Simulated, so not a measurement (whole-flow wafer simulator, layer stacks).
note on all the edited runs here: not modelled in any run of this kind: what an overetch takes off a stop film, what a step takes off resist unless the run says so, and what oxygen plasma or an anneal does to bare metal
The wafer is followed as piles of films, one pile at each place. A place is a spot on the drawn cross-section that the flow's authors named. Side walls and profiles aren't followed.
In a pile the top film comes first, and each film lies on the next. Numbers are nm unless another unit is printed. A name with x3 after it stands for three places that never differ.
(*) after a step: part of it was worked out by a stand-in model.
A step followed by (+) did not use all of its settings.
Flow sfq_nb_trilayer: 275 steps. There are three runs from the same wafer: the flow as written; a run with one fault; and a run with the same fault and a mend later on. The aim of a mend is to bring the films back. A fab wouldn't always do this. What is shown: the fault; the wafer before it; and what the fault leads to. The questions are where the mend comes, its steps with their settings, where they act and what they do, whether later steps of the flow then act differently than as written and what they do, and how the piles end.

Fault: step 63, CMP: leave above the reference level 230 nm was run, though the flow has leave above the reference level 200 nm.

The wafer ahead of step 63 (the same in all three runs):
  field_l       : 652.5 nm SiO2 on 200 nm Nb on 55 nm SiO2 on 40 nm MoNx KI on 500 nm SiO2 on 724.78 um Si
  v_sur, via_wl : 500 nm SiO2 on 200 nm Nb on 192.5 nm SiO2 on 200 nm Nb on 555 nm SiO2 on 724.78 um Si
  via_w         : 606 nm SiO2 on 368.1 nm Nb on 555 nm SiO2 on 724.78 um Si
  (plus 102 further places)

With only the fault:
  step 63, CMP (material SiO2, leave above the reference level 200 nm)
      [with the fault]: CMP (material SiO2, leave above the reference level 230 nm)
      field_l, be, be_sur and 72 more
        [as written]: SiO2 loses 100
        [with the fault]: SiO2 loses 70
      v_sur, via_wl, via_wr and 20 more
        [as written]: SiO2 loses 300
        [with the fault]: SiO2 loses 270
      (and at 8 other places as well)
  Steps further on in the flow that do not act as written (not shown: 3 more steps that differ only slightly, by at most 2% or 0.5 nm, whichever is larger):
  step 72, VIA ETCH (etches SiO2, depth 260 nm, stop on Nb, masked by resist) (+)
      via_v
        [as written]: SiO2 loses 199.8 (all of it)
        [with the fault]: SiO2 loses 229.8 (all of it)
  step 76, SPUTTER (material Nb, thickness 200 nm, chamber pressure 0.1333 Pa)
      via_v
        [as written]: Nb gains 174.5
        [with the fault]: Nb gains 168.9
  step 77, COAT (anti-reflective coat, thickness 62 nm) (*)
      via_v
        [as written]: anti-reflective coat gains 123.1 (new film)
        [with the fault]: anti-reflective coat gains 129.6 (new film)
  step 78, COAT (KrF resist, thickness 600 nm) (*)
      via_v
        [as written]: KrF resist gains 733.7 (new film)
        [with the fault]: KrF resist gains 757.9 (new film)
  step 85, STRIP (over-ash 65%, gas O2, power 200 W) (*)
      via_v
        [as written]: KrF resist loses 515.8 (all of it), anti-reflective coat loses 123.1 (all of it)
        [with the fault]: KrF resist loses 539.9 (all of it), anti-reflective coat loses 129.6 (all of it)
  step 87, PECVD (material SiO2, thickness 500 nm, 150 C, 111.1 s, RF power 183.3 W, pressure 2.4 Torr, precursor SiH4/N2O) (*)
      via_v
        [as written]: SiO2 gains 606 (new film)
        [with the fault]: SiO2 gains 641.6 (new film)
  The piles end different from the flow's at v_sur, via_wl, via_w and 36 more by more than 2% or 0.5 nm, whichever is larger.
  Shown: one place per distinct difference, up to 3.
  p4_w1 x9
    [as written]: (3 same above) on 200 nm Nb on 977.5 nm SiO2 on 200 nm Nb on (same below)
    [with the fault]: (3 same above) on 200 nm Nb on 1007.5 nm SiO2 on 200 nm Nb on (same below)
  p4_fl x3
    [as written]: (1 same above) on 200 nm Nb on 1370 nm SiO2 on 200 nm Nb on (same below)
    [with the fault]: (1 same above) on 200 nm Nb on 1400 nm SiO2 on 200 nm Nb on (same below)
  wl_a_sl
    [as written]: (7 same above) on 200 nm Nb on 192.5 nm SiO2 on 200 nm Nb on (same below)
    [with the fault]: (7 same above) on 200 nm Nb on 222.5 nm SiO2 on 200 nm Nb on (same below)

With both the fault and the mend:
  The mend stands after step 64.
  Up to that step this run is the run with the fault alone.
  step 64a, CMP (material SiO2, leave above the reference level 200 nm) (the flow's step 63, run once more)
      field_l, v_sur, via_wl and 103 more
        SiO2 loses 30
  Every later step of the flow that is run acts as written at every place that is followed.
  The piles end the same as the flow's at every place that both follow.
